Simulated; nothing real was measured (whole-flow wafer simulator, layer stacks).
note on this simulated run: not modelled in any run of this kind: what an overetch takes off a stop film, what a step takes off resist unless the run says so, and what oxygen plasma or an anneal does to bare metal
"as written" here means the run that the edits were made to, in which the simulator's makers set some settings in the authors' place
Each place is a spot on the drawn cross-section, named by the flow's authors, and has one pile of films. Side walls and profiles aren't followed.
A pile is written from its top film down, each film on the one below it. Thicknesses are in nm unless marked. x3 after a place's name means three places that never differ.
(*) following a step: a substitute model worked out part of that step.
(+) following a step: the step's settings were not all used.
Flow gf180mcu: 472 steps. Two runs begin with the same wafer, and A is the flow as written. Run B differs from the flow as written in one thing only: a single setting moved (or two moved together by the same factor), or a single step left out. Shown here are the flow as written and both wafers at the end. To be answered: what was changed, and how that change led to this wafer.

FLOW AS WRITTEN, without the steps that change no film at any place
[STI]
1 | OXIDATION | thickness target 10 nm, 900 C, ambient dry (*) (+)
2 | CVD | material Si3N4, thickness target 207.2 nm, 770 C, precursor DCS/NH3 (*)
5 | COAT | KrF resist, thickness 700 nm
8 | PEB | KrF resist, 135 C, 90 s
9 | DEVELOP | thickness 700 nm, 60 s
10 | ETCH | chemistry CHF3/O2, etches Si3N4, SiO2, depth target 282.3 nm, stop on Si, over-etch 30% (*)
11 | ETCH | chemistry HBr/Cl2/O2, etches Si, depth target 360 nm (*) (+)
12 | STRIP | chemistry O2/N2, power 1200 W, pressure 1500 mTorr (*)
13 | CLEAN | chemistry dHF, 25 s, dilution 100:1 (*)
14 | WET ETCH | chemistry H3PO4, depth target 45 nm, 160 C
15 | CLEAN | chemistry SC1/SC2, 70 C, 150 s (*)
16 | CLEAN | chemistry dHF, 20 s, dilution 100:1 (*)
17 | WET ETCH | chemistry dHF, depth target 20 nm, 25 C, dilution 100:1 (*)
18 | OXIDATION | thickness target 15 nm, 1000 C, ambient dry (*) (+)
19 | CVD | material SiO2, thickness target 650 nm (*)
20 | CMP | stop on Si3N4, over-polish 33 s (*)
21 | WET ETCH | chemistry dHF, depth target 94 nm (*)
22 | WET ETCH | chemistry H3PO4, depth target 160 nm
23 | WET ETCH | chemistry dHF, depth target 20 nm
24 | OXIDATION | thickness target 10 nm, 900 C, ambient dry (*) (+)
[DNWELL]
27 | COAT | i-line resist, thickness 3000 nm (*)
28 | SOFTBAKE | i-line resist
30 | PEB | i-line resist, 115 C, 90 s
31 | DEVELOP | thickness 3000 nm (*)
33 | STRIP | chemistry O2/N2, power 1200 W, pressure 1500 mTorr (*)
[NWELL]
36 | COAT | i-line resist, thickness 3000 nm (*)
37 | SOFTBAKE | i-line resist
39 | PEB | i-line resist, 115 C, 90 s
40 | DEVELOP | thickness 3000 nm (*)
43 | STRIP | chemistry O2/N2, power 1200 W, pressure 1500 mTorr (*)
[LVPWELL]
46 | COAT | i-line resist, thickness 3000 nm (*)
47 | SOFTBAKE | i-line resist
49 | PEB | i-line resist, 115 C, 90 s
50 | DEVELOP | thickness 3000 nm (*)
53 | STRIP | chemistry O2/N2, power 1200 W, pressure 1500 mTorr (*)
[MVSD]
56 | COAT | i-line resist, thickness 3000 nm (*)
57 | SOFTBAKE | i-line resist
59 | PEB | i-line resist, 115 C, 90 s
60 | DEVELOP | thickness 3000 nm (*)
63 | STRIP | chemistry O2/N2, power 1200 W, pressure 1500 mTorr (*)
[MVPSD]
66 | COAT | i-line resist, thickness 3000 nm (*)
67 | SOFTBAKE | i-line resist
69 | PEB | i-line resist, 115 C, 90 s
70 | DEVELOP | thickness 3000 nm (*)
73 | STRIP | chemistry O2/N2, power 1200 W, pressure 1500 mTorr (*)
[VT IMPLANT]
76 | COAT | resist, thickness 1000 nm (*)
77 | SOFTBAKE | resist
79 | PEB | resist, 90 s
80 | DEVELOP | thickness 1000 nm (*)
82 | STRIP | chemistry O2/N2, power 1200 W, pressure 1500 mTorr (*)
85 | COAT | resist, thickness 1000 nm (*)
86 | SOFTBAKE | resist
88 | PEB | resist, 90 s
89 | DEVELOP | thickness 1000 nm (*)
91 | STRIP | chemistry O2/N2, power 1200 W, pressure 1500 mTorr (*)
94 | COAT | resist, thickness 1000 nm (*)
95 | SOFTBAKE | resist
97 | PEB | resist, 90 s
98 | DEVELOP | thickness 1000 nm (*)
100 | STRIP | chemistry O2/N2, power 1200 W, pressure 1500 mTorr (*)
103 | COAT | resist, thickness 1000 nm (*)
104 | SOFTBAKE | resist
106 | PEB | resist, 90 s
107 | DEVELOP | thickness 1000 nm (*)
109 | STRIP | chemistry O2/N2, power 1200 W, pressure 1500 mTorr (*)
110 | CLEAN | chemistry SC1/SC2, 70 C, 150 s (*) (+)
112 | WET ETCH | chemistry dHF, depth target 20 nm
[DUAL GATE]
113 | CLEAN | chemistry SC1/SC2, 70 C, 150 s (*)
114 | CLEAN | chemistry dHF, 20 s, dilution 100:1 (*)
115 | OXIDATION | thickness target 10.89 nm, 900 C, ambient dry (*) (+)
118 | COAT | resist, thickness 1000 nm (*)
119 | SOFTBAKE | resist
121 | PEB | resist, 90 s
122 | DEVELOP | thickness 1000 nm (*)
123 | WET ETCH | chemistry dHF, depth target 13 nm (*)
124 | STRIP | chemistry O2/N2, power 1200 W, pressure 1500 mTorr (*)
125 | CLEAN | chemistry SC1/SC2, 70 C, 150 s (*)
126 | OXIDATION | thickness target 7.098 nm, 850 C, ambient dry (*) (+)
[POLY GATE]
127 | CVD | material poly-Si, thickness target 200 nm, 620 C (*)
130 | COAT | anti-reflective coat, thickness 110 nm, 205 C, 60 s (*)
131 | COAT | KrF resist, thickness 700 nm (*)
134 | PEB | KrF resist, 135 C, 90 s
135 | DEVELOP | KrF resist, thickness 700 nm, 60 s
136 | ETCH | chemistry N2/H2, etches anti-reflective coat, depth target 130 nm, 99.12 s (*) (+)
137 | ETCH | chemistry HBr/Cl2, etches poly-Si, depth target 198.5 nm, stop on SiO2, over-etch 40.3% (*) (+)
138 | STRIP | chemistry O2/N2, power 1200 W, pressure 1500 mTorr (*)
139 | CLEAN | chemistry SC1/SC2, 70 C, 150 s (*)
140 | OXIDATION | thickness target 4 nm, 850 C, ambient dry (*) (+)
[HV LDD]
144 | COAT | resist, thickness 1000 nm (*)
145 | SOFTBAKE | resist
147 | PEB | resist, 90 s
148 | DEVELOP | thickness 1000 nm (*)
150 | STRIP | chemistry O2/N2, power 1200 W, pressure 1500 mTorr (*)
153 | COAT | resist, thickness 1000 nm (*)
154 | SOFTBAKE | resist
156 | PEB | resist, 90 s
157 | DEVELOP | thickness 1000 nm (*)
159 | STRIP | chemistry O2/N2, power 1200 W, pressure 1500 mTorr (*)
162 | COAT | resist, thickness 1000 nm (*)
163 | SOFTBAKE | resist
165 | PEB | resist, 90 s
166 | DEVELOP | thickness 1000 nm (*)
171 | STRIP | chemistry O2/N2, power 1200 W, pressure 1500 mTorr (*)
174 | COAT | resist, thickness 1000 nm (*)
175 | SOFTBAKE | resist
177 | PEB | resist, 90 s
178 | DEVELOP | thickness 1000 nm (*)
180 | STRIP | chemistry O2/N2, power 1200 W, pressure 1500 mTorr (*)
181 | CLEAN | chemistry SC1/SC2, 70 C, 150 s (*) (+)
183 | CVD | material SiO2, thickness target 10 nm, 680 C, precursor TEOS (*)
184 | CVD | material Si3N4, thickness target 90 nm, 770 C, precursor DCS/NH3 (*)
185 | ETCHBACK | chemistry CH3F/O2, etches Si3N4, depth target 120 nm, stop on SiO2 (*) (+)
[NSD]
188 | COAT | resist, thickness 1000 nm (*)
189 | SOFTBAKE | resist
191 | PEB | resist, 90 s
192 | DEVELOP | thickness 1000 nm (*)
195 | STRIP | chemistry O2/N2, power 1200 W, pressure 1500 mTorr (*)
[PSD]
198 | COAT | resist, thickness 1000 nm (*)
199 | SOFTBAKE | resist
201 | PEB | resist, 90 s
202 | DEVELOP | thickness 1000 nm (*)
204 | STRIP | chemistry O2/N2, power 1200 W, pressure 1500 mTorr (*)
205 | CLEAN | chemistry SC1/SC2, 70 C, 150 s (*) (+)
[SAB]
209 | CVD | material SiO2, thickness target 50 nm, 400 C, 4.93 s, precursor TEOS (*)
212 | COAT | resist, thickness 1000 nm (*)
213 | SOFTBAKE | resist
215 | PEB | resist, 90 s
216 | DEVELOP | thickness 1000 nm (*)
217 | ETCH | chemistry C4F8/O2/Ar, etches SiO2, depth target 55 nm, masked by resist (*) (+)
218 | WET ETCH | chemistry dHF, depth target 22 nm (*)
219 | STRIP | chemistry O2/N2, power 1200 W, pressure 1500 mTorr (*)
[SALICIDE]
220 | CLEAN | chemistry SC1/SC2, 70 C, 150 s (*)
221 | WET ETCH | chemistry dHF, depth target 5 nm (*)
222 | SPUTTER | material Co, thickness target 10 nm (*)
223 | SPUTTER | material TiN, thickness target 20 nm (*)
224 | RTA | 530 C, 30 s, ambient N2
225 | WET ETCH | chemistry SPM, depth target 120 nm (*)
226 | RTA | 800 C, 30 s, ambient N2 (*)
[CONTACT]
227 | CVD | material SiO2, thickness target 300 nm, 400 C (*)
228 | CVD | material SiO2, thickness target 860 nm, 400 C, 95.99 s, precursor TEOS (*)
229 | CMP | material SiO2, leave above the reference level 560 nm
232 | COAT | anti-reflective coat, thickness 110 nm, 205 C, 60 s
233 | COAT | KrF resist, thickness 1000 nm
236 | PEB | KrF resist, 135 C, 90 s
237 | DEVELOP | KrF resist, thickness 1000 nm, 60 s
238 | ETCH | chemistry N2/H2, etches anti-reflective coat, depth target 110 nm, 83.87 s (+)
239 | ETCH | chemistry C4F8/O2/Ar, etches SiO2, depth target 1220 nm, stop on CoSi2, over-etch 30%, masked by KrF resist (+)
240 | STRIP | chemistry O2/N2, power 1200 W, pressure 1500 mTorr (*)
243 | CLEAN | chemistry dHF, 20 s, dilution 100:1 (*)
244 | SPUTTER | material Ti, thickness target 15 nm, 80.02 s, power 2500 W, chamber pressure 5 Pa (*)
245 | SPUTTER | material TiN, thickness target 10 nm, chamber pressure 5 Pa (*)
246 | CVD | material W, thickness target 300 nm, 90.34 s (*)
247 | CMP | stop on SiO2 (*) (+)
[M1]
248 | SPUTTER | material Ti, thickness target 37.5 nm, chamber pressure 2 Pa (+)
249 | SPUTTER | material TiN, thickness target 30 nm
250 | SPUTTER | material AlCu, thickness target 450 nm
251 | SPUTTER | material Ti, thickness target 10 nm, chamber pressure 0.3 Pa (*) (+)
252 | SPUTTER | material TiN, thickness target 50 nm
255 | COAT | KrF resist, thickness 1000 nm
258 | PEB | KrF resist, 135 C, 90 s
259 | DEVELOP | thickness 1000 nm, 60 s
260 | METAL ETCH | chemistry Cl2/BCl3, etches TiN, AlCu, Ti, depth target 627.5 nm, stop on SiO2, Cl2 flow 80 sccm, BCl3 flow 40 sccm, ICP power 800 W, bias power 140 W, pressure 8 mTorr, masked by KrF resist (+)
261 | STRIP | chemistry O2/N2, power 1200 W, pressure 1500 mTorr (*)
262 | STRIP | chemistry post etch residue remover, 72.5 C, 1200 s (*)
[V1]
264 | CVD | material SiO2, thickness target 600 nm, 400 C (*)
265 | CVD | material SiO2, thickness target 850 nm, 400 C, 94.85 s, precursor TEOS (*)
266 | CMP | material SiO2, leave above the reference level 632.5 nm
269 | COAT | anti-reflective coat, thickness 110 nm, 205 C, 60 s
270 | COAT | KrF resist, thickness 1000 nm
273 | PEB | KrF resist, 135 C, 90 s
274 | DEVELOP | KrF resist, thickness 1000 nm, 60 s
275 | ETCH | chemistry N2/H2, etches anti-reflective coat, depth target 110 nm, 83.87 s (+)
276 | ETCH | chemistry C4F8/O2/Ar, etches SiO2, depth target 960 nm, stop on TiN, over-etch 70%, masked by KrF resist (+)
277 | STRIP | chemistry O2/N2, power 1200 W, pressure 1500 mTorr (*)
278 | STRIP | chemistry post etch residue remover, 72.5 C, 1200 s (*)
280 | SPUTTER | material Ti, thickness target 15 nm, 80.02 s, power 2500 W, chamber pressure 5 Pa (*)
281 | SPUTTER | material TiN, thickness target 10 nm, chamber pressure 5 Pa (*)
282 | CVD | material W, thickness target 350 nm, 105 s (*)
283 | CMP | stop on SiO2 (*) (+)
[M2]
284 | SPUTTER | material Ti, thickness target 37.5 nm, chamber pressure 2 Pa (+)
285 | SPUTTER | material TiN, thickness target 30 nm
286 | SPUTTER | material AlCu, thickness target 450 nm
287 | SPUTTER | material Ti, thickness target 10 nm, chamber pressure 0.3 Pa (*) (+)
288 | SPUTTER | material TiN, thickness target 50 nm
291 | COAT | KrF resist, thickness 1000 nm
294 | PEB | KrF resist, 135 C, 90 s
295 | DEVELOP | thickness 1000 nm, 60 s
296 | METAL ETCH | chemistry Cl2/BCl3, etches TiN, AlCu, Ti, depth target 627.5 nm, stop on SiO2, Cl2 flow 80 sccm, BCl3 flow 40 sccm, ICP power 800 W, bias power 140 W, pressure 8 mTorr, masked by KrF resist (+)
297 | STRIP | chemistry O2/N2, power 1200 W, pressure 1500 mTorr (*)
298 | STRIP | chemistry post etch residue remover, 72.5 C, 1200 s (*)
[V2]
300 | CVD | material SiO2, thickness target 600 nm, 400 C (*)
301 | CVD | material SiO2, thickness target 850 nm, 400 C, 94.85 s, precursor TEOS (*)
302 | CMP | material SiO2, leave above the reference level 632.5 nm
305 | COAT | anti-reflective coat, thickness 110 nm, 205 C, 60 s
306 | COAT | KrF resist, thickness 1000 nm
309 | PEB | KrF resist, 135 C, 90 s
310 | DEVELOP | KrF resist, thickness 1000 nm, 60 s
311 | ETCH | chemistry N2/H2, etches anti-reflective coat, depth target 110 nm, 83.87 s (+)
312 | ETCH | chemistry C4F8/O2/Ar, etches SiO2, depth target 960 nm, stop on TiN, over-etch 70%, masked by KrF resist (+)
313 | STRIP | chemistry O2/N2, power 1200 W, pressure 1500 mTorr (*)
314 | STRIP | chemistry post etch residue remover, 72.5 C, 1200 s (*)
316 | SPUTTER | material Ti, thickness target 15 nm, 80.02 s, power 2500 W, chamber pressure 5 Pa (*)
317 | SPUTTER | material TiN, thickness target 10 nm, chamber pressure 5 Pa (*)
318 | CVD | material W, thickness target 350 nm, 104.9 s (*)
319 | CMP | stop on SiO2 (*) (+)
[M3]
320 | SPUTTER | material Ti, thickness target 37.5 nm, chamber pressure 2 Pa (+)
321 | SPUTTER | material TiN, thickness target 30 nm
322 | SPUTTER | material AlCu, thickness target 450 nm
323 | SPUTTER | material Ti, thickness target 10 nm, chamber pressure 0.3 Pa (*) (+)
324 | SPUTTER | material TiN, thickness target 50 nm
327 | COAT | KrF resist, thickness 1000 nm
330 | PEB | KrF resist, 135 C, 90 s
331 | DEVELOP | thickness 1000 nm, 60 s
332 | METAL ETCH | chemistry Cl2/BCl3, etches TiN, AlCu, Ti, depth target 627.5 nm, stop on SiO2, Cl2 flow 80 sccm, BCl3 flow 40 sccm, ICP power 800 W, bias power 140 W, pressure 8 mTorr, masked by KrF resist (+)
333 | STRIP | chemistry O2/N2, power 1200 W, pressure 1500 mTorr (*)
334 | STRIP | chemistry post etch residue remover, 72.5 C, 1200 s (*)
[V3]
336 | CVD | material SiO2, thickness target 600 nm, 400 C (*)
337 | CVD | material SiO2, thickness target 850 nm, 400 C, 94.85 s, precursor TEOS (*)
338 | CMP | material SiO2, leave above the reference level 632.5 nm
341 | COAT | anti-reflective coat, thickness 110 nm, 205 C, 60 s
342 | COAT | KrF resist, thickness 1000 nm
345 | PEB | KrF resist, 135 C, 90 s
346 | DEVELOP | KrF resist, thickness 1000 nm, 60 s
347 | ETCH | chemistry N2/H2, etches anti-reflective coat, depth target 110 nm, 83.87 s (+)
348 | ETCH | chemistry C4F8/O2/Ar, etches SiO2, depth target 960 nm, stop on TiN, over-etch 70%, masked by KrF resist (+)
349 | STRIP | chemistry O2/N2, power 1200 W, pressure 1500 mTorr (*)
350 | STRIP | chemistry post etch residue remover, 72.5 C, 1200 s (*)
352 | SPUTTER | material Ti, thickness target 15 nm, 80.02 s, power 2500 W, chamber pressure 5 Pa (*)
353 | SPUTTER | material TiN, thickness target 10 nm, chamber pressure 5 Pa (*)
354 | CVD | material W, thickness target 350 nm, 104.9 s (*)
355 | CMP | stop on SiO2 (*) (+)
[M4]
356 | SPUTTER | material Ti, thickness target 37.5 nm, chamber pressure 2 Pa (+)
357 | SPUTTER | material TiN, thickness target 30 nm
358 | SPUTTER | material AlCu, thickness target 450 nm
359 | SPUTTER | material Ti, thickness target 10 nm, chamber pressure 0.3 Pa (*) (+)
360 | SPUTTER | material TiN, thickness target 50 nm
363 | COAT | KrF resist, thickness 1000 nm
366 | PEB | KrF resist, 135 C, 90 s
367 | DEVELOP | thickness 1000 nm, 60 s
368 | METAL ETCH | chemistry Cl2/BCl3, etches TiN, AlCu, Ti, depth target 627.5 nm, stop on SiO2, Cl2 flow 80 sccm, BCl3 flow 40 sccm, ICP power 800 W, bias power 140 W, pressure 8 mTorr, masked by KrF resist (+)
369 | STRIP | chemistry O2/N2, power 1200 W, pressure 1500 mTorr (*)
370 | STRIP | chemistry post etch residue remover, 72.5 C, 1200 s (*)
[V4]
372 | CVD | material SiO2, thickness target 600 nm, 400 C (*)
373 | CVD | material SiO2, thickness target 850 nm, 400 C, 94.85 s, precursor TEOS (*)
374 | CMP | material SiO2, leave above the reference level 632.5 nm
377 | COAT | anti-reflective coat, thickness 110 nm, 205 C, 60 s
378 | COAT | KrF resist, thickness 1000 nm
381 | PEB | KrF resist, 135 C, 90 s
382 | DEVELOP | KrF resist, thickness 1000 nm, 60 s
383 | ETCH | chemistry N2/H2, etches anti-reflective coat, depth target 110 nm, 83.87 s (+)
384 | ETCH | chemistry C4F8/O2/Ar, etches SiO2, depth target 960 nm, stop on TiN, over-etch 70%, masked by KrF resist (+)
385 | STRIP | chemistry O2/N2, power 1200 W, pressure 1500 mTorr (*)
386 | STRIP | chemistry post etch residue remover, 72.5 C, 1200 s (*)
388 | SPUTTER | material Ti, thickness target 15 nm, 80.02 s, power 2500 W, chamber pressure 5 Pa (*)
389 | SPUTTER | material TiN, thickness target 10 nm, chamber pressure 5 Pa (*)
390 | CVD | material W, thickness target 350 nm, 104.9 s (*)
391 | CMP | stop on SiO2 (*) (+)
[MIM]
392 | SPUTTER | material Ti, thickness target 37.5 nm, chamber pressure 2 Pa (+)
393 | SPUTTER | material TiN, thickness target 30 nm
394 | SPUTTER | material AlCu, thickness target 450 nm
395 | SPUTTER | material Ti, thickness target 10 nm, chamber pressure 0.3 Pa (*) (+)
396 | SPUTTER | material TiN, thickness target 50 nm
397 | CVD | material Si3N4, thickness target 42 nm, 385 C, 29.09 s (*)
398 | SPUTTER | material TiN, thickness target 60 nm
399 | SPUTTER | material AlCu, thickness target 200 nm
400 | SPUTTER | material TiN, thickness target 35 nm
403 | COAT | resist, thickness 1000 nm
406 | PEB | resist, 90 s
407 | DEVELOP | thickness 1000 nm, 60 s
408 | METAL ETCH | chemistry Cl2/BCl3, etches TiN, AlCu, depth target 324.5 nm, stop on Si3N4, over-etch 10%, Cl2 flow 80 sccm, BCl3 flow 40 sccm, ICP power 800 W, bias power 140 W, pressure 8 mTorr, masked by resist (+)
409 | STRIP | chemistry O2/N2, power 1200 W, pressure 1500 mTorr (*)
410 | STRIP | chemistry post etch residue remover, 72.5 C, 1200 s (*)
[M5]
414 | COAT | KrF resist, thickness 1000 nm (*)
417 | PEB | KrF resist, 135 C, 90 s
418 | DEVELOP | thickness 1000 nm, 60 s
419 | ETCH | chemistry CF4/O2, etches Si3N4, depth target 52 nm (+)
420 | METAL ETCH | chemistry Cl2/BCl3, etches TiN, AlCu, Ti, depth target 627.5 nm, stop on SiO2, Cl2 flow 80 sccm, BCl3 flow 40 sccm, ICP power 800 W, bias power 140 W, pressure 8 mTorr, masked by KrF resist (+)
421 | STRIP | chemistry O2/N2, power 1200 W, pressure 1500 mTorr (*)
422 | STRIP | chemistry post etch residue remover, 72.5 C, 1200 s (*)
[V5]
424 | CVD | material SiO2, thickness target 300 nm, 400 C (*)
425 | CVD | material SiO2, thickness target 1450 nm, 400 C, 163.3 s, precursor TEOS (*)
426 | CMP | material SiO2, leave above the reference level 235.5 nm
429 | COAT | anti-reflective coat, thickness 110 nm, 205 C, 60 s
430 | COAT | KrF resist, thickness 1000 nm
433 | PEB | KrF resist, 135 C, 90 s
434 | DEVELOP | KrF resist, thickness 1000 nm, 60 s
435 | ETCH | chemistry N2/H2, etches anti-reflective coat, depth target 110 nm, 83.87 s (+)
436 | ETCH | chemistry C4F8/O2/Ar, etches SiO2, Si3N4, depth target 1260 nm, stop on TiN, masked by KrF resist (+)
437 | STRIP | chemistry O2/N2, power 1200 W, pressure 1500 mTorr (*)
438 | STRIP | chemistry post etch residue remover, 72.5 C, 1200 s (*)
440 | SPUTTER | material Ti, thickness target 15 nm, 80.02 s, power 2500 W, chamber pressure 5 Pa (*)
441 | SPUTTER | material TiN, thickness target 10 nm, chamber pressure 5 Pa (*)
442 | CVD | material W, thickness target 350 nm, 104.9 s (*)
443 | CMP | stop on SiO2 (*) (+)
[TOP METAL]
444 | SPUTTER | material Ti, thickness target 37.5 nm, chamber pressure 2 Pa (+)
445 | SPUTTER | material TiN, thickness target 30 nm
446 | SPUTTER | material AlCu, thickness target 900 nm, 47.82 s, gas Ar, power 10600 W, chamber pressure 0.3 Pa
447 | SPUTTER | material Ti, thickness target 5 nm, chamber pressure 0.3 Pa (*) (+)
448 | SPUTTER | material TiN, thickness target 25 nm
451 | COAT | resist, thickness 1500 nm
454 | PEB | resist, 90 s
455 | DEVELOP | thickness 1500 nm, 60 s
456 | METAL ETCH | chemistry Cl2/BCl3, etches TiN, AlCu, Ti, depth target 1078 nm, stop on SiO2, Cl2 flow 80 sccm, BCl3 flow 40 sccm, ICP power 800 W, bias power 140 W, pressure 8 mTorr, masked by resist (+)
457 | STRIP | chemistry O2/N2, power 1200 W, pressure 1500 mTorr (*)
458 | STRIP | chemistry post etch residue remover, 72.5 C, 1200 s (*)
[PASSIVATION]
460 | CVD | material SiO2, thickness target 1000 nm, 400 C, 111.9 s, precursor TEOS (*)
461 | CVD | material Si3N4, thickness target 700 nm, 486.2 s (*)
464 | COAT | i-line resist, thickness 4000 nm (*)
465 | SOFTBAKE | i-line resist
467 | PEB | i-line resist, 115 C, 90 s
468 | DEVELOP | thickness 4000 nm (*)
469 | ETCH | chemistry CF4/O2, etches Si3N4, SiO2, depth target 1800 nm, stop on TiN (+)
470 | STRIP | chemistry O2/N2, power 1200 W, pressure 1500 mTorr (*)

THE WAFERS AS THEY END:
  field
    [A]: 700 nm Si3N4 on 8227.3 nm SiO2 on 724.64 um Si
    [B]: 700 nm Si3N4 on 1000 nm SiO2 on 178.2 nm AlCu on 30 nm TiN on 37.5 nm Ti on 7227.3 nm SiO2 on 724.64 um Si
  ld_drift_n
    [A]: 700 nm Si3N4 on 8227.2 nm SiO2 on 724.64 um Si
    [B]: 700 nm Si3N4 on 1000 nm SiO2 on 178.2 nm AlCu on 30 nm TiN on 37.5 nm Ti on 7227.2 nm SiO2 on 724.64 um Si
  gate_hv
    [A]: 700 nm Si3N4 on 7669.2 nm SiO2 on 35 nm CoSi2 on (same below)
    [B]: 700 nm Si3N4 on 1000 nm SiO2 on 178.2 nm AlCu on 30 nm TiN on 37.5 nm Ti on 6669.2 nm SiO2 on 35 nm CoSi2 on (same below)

The reason: step 456, METAL ETCH: depth target 746.1 nm was run, whereas the flow has depth target 1078 nm.

The path from the change to this, step by step:
  456 | METAL ETCH | chemistry Cl2/BCl3, etches TiN, AlCu, Ti, depth target 1078 nm, stop on SiO2, Cl2 flow 80 sccm, BCl3 flow 40 sccm, ICP power 800 W, bias power 140 W, pressure 8 mTorr, masked by resist (+)
      field, field__w1, field__w2 and 103 more: A TiN loses 25 (all of it), Ti loses 5 (all of it), AlCu loses 900 (all of it), TiN loses 30 (all of it), Ti loses 37.5 (all of it) | B TiN loses 25 (all of it), Ti loses 5 (all of it), AlCu loses 716.1
      field__w8, contact, m1, m1__w1, pad, m1_nw: A resist loses 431 | B resist loses 298.4
  457 | STRIP | chemistry O2/N2, power 1200 W, pressure 1500 mTorr (*)
      field__w8, contact, m1, m1__w1, pad, m1_nw: A resist loses 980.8 (all of it) | B resist loses 1113.3 (all of it)
  458 | STRIP | chemistry post etch residue remover, 72.5 C, 1200 s (*)
      field, field__w1, field__w2 and 103 more: A nothing | B AlCu loses 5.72
  460 | CVD | material SiO2, thickness target 1000 nm, 400 C, 111.9 s, precursor TEOS (*)
      field, field__w1, field__w2 and 103 more: A SiO2 gains 1000 | B SiO2 gains 1000 (new film)
  464 | COAT | i-line resist, thickness 4000 nm (*)
      field__w8: A i-line resist gains 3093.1 (new film) | B i-line resist gains 3311.3 (new film)
      contact: A i-line resist gains 3153.6 (new film) | B i-line resist gains 3349.5 (new film)
      (also at 4 further places)
  465 | SOFTBAKE | i-line resist
      field__w5, field__w9: A i-line resist gains 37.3 | B i-line resist gains 25.3
      sd_p_hv, nw_enc_fld__w1: A i-line resist gains 36.6 | B i-line resist gains 24.8
      (also at 65 further places)
  467 | PEB | i-line resist, 115 C, 90 s
      field__w8, m1__w1: A i-line resist loses 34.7 | B i-line resist loses 38.6
      contact, m1: A i-line resist loses 35.1 | B i-line resist loses 38.9
      (also at 2 further places)
  468 | DEVELOP | thickness 4000 nm (*)
      pad: A i-line resist loses 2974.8 (all of it) | B i-line resist loses 3214.7 (all of it)
  470 | STRIP | chemistry O2/N2, power 1200 W, pressure 1500 mTorr (*)
      field__w8, m1__w1: A i-line resist loses 1787.7 (all of it) | B i-line resist loses 2024.5 (all of it)
      contact: A i-line resist loses 1811.2 (all of it) | B i-line resist loses 2039.8 (all of it)
      (also at 2 further places)
Taking metal films that touch as one body, field has 1 body; the flow as written gives 0 bodies.
Taking metal films that touch as one body, ld_drift_n has 1 body; the flow as written gives 0 bodies.
Taking metal films that touch as one body, gate_hv has 2 bodies (between them, from the top down: SiO2 6669.2); the flow as written gives 1 body.
